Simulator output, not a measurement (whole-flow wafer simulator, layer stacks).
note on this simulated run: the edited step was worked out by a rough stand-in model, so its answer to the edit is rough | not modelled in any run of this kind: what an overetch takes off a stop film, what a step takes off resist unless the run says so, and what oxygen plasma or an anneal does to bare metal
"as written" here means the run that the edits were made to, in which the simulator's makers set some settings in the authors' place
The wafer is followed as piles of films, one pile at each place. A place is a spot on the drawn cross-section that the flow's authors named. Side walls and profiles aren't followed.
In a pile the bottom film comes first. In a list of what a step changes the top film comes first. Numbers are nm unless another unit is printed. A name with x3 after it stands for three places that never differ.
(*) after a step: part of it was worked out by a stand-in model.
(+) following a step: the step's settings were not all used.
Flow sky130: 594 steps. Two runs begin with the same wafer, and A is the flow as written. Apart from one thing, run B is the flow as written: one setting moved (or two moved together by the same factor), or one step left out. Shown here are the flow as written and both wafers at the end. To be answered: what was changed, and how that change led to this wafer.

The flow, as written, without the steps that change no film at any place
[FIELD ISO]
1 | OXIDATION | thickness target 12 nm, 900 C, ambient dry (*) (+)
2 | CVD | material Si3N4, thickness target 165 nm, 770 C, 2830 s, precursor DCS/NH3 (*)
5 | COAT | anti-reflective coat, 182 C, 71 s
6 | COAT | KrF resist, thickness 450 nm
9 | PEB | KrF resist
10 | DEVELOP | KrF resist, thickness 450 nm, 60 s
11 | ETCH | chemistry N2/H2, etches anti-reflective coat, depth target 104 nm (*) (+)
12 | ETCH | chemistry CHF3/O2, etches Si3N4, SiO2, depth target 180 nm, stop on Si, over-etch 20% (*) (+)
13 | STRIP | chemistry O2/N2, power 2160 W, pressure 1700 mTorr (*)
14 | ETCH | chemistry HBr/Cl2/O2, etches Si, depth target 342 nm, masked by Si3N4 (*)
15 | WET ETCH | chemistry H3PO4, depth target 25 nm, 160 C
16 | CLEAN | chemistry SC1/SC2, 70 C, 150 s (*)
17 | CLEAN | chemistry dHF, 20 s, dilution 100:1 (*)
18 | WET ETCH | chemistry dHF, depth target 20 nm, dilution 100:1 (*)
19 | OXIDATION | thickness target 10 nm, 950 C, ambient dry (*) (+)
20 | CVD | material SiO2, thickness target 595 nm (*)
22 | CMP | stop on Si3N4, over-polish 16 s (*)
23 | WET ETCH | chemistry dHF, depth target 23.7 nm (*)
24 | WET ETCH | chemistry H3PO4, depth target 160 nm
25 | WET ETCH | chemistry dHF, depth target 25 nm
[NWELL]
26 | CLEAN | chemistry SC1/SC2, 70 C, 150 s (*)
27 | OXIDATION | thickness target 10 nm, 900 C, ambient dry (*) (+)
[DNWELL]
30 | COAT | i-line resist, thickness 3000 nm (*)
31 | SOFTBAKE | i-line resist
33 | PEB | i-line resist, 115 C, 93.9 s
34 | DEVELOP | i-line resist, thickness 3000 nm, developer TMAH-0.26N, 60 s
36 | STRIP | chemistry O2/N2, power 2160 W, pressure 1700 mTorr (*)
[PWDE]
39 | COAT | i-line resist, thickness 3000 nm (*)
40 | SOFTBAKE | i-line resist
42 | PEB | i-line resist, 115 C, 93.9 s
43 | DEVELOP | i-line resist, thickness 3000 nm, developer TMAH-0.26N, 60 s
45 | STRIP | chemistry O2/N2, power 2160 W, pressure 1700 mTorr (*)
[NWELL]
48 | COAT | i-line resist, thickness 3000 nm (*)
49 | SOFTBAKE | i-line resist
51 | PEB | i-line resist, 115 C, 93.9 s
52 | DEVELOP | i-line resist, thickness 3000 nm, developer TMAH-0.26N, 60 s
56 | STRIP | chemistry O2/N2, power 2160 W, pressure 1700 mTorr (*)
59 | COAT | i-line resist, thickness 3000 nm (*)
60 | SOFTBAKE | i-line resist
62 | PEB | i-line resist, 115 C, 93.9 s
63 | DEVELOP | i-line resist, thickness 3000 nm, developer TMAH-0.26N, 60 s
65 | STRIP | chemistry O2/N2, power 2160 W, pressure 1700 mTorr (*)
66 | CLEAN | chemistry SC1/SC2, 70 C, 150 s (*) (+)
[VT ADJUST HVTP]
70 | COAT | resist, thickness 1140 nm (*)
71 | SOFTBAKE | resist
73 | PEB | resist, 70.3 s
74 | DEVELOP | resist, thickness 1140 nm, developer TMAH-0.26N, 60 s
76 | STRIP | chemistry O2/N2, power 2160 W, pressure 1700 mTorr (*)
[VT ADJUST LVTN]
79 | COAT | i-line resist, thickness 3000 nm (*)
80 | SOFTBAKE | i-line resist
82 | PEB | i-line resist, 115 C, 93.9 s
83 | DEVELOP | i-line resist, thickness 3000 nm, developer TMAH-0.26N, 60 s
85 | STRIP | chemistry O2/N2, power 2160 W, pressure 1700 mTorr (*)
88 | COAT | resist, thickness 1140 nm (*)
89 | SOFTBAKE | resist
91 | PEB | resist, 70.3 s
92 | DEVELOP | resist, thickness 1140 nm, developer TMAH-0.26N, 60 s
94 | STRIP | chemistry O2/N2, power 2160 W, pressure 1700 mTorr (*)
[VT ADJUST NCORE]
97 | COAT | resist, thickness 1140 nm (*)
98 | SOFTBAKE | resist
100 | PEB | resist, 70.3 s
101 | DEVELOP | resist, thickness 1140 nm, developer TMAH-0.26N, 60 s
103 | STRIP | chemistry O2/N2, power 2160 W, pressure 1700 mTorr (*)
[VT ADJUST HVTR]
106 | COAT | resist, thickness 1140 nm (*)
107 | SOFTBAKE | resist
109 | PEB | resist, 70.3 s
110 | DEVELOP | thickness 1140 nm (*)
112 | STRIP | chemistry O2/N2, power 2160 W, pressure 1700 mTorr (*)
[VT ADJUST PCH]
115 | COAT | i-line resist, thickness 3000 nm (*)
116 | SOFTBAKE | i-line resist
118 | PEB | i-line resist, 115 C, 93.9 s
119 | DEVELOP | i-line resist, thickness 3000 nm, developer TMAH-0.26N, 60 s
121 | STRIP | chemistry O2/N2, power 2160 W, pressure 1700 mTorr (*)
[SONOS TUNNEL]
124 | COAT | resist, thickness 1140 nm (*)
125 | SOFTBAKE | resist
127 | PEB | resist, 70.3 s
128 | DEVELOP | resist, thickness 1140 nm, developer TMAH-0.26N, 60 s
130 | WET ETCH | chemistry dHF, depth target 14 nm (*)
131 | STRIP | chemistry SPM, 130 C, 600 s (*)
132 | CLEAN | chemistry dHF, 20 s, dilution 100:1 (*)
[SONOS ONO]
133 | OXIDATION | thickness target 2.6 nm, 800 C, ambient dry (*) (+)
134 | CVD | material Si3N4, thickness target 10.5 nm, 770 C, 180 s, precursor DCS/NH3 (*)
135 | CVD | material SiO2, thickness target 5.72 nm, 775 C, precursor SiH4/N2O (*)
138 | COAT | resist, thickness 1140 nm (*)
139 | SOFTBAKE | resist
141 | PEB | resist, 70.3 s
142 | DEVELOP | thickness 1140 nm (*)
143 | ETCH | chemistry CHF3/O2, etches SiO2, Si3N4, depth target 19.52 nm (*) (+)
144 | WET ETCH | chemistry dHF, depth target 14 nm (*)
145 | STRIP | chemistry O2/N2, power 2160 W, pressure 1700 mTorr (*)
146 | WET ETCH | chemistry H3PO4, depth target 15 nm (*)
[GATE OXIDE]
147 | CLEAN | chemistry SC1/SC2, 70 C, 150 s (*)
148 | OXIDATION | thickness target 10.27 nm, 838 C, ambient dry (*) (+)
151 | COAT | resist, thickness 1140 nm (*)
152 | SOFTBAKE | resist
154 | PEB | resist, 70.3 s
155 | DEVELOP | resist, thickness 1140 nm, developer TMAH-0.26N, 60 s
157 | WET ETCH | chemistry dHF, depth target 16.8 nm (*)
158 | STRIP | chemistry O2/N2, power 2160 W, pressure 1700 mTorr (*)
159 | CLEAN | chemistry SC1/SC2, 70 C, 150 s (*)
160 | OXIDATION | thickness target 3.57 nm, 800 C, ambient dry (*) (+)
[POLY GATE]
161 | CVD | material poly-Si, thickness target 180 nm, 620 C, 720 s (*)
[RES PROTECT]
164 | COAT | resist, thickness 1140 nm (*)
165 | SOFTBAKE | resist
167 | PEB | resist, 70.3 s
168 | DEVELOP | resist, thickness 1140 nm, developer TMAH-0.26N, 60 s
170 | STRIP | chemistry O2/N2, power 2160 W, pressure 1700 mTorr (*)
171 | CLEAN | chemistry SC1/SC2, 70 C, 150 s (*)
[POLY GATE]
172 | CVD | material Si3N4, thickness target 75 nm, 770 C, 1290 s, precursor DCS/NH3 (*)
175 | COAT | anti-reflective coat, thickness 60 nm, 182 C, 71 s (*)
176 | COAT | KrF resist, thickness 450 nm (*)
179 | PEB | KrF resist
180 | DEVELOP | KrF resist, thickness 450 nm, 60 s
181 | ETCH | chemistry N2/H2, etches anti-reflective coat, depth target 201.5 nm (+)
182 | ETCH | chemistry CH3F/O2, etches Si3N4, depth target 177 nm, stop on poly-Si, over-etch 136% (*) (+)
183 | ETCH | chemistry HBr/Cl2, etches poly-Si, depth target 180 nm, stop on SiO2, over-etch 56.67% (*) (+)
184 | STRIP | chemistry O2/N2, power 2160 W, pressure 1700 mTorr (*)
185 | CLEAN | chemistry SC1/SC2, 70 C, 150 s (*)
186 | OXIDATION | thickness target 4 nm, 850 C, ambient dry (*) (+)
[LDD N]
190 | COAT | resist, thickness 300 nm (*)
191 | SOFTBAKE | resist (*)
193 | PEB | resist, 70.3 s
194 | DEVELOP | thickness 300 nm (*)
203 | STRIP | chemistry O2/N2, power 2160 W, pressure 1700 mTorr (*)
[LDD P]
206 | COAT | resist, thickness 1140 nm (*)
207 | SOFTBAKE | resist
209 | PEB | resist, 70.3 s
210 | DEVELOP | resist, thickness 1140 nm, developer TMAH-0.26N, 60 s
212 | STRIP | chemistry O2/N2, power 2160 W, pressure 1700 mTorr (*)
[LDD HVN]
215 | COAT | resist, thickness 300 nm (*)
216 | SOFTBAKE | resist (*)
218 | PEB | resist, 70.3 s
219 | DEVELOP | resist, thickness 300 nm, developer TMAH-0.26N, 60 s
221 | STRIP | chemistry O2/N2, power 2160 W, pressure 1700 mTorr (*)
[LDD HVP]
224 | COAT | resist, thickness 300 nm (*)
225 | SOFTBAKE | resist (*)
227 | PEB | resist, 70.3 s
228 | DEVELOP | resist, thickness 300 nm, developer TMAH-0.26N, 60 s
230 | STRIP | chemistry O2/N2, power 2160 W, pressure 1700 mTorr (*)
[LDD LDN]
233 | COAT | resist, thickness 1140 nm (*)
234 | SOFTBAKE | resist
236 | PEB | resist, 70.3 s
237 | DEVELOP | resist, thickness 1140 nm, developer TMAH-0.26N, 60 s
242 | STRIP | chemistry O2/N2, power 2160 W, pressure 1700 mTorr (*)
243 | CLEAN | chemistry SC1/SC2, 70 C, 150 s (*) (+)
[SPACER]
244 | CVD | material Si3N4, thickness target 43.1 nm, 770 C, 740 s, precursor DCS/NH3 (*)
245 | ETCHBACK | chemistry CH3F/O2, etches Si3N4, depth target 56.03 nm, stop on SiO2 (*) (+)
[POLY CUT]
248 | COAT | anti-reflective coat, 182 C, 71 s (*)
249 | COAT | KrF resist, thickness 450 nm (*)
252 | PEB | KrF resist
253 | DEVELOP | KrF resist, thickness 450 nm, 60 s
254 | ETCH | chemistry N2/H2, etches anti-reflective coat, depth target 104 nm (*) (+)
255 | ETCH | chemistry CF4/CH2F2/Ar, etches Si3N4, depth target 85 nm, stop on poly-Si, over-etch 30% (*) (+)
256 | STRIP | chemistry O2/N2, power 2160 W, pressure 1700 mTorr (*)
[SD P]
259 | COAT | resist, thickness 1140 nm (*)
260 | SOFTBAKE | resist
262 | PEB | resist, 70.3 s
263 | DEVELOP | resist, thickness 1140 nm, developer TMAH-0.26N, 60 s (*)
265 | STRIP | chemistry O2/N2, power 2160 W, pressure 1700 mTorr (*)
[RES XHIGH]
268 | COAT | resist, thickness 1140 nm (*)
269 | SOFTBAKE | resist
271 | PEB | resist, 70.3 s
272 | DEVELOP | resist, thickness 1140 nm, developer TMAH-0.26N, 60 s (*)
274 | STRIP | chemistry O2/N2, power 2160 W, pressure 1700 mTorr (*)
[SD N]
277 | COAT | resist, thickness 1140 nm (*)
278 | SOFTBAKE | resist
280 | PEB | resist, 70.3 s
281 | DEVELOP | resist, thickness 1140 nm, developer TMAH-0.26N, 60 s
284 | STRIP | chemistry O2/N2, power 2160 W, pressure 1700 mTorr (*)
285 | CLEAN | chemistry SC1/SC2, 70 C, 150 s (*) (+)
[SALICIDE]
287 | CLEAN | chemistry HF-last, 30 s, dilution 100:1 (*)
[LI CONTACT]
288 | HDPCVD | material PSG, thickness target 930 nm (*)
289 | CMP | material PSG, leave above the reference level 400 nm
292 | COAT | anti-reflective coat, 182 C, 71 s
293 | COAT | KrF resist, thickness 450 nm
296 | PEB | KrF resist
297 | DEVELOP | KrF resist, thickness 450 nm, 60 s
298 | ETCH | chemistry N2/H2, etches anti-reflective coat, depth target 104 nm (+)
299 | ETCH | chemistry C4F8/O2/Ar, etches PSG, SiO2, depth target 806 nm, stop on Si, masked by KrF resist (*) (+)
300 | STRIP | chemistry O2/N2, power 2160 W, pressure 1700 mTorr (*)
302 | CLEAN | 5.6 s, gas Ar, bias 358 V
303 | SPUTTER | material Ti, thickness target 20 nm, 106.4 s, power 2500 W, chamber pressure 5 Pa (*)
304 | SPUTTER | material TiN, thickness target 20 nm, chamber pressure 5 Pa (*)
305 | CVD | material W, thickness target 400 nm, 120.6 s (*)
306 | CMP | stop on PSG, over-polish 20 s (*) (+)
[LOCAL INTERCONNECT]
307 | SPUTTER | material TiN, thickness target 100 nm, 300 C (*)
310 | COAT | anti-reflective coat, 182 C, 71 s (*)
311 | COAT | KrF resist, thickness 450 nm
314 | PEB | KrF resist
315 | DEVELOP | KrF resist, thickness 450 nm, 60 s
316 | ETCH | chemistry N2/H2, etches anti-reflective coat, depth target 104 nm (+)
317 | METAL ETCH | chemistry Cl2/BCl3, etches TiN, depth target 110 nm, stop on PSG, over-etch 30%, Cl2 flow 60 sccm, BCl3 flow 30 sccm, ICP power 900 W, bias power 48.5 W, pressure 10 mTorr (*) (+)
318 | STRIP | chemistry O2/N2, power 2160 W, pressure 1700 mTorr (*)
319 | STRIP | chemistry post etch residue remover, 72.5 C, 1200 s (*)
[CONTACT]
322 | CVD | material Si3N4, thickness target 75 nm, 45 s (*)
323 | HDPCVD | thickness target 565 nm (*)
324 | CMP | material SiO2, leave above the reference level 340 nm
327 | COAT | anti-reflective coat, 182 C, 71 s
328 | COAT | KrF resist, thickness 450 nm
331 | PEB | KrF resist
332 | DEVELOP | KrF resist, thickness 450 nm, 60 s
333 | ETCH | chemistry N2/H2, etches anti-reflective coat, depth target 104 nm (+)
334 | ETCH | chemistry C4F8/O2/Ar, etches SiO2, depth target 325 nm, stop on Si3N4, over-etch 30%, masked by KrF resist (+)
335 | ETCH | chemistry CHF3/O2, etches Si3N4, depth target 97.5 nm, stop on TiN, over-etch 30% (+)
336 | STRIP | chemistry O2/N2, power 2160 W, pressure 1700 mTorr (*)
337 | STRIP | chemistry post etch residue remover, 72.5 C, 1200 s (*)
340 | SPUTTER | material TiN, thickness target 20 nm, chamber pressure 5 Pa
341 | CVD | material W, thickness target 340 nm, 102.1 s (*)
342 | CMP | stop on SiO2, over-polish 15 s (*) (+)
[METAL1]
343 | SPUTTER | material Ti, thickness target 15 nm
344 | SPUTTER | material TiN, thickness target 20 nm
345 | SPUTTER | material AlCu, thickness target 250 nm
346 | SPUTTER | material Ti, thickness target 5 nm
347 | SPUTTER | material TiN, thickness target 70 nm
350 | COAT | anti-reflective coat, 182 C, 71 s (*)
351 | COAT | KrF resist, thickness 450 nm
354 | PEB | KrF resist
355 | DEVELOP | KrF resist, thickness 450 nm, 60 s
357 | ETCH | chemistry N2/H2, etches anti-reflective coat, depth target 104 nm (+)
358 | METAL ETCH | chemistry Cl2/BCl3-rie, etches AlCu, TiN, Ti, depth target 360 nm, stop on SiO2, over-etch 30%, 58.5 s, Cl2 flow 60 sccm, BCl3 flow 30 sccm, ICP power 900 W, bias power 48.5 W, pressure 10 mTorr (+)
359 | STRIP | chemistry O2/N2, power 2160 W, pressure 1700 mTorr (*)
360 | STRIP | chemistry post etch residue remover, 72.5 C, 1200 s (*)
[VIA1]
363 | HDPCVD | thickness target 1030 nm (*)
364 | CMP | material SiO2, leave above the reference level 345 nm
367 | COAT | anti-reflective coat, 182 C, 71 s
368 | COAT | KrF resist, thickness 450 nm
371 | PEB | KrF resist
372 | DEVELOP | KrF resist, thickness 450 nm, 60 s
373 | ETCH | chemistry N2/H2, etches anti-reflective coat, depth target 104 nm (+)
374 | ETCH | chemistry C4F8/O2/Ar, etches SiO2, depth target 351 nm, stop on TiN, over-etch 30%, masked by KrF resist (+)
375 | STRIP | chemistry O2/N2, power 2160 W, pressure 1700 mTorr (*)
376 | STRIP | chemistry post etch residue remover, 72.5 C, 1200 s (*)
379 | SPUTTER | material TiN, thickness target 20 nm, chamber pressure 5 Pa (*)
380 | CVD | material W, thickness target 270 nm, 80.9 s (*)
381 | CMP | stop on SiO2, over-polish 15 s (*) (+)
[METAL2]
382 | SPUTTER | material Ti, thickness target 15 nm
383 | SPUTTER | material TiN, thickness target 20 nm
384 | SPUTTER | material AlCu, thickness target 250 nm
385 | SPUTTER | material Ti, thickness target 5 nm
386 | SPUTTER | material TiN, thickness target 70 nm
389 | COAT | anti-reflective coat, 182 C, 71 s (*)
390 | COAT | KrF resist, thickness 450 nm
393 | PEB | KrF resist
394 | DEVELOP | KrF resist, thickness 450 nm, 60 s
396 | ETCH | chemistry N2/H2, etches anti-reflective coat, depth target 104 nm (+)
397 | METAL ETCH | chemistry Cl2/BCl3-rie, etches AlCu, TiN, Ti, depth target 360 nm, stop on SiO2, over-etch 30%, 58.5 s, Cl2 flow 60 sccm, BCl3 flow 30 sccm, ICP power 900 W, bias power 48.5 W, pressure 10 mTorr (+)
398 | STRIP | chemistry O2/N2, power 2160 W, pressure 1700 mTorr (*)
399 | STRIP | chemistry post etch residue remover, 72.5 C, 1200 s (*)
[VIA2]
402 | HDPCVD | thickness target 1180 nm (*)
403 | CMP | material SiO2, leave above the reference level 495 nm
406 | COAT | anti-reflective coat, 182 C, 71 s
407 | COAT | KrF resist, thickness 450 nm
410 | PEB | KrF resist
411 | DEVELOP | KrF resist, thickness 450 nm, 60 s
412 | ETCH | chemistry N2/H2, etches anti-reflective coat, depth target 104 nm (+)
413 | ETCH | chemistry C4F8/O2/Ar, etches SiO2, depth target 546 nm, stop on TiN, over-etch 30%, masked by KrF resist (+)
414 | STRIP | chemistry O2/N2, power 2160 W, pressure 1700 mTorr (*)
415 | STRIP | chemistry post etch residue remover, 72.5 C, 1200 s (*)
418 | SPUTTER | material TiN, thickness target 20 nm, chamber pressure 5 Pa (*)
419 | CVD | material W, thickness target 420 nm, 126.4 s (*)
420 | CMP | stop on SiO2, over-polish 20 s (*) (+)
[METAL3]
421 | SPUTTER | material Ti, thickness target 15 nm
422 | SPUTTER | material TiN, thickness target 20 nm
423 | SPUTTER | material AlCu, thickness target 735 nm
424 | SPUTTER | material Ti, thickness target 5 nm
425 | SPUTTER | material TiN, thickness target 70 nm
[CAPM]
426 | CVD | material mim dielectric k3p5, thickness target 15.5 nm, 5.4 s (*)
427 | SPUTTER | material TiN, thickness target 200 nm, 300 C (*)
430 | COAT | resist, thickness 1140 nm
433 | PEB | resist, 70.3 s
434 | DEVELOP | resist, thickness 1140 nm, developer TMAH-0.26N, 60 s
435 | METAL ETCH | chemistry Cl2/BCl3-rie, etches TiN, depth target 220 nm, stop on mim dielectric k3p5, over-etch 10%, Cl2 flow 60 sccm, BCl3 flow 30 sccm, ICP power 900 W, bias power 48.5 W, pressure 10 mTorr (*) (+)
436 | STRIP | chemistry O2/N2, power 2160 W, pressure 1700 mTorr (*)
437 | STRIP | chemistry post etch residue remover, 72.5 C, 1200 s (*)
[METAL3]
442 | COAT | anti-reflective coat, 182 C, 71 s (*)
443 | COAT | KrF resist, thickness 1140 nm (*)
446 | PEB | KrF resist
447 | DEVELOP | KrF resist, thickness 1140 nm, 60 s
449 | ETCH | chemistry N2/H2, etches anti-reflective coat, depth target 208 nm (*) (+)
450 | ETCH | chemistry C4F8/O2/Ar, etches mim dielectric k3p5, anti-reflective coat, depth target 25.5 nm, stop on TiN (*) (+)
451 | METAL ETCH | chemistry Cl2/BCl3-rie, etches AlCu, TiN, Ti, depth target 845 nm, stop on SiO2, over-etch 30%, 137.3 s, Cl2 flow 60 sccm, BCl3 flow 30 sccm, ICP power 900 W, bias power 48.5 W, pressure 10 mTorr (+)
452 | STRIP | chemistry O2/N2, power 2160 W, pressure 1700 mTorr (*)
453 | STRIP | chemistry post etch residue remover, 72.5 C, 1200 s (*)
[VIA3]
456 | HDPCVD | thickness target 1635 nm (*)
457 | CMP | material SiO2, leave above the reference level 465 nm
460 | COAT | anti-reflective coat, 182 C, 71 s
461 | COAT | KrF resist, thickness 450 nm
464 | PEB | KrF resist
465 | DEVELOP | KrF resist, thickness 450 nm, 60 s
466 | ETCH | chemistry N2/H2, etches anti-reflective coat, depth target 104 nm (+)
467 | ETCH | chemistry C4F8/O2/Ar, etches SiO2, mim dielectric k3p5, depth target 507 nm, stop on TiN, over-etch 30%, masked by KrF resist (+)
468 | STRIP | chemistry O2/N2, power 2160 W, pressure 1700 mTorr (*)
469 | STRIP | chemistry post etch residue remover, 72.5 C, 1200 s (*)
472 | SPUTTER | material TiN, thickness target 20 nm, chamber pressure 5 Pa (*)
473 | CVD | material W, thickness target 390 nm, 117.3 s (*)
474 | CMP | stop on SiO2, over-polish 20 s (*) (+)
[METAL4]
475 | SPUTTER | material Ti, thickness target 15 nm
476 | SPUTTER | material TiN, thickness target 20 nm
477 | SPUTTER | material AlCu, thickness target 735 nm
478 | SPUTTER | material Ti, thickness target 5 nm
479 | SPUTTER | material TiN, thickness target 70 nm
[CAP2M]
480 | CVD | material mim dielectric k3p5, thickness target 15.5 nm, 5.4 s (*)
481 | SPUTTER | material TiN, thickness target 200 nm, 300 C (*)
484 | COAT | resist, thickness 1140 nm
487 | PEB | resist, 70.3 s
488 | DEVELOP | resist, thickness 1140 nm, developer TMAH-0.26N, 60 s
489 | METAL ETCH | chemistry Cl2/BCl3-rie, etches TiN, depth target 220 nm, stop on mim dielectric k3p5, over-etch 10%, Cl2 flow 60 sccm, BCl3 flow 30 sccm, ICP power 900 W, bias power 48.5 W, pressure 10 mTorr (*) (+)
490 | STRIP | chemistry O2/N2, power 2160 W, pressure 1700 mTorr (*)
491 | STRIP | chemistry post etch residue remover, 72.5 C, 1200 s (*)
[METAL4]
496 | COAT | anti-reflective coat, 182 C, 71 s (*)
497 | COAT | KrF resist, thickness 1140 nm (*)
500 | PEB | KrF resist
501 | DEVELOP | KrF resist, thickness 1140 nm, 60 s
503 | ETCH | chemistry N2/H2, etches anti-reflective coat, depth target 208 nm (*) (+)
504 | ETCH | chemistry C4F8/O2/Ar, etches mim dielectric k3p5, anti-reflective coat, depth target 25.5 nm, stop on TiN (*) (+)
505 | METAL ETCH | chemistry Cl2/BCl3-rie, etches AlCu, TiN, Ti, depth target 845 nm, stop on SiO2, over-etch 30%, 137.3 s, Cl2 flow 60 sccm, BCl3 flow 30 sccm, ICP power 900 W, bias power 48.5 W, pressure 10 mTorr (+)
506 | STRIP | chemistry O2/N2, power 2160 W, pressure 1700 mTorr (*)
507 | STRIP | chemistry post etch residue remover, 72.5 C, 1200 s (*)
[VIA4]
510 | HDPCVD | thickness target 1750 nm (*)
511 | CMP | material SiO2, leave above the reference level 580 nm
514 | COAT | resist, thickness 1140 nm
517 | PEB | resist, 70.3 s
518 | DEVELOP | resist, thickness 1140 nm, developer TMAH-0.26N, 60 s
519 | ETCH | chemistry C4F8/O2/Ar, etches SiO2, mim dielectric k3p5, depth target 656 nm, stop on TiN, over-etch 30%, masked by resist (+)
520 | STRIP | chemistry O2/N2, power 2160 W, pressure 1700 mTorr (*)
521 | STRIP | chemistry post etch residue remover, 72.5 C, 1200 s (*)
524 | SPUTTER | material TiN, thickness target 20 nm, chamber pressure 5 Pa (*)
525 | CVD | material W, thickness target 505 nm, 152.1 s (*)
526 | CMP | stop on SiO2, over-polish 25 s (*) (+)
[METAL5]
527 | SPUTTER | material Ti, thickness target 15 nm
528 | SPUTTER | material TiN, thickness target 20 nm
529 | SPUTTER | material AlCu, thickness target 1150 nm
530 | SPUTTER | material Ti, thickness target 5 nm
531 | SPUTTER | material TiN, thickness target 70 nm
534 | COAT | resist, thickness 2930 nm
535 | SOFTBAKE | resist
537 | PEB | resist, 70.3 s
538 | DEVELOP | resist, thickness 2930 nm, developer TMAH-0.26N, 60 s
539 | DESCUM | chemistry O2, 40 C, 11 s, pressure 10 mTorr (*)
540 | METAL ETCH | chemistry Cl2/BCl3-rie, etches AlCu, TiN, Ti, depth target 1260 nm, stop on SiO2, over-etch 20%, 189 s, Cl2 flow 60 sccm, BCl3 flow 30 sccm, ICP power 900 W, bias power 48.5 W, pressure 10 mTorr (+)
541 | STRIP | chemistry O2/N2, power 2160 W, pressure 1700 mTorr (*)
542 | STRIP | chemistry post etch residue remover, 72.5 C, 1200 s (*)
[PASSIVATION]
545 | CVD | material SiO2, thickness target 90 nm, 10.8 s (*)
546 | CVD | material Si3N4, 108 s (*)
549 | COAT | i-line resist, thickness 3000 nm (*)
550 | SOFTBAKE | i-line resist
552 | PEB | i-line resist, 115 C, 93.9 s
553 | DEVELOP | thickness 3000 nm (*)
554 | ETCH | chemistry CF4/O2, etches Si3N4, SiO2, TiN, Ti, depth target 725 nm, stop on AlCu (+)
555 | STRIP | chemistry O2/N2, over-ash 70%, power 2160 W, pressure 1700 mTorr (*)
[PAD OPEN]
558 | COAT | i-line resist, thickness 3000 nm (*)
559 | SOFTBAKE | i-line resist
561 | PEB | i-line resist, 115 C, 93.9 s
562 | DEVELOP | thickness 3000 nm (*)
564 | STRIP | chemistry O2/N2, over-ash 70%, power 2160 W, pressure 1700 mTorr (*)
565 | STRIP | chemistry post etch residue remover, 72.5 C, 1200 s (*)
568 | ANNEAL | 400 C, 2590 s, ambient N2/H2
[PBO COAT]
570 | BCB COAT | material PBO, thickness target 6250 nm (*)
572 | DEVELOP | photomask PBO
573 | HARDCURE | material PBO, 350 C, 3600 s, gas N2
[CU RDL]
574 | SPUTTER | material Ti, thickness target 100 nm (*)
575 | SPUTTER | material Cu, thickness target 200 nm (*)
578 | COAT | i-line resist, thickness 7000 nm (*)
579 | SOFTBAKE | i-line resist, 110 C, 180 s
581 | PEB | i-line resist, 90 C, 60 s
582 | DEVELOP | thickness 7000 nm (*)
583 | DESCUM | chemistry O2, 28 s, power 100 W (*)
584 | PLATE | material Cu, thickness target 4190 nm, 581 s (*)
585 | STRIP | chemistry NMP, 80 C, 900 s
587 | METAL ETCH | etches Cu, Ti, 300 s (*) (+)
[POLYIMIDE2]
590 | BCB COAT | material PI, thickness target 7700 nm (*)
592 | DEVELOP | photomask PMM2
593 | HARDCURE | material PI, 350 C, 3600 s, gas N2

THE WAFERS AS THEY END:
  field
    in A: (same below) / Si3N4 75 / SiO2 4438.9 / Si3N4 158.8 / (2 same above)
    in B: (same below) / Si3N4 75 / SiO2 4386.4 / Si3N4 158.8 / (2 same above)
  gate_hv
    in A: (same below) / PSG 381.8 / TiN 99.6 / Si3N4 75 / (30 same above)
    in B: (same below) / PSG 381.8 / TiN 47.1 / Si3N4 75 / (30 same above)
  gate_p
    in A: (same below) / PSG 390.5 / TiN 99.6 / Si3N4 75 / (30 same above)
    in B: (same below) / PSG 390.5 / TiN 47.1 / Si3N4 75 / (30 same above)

What caused this: step 307, SPUTTER: thickness target 47.5 nm was run, though the flow has thickness target 100 nm.

How this came from the change, step by step:
  307 | SPUTTER | material TiN, thickness target 100 nm, 300 C (*)
      field, active, n_well and 188 more: A TiN gains 100 (new film) | B TiN gains 47.5 (new film)
  317 | METAL ETCH | chemistry Cl2/BCl3, etches TiN, depth target 110 nm, stop on PSG, over-etch 30%, Cl2 flow 60 sccm, BCl3 flow 30 sccm, ICP power 900 W, bias power 48.5 W, pressure 10 mTorr (*) (+)
      n_well, p_well, gate_hv and 97 more: A KrF resist loses 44 | B KrF resist loses 24
      field, active, gate and 88 more: A TiN loses 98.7 (all of it) | B TiN loses 46.2 (all of it)
  318 | STRIP | chemistry O2/N2, power 2160 W, pressure 1700 mTorr (*)
      n_well, p_well, gate_hv and 93 more: A KrF resist loses 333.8 (all of it), anti-reflective coat loses 80 (all of it) | B KrF resist loses 353.8 (all of it), anti-reflective coat loses 80 (all of it)
      poly_licon, ndiff_licon, ndiff_licon_cpp, rpo_hd_licon: A KrF resist loses 333.9 (all of it), anti-reflective coat loses 80.5 (all of it) | B KrF resist loses 353.9 (all of it), anti-reflective coat loses 80.5 (all of it)
  324 | CMP | material SiO2, leave above the reference level 340 nm
      field, active, gate and 88 more: A SiO2 loses 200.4 | B SiO2 loses 252.9
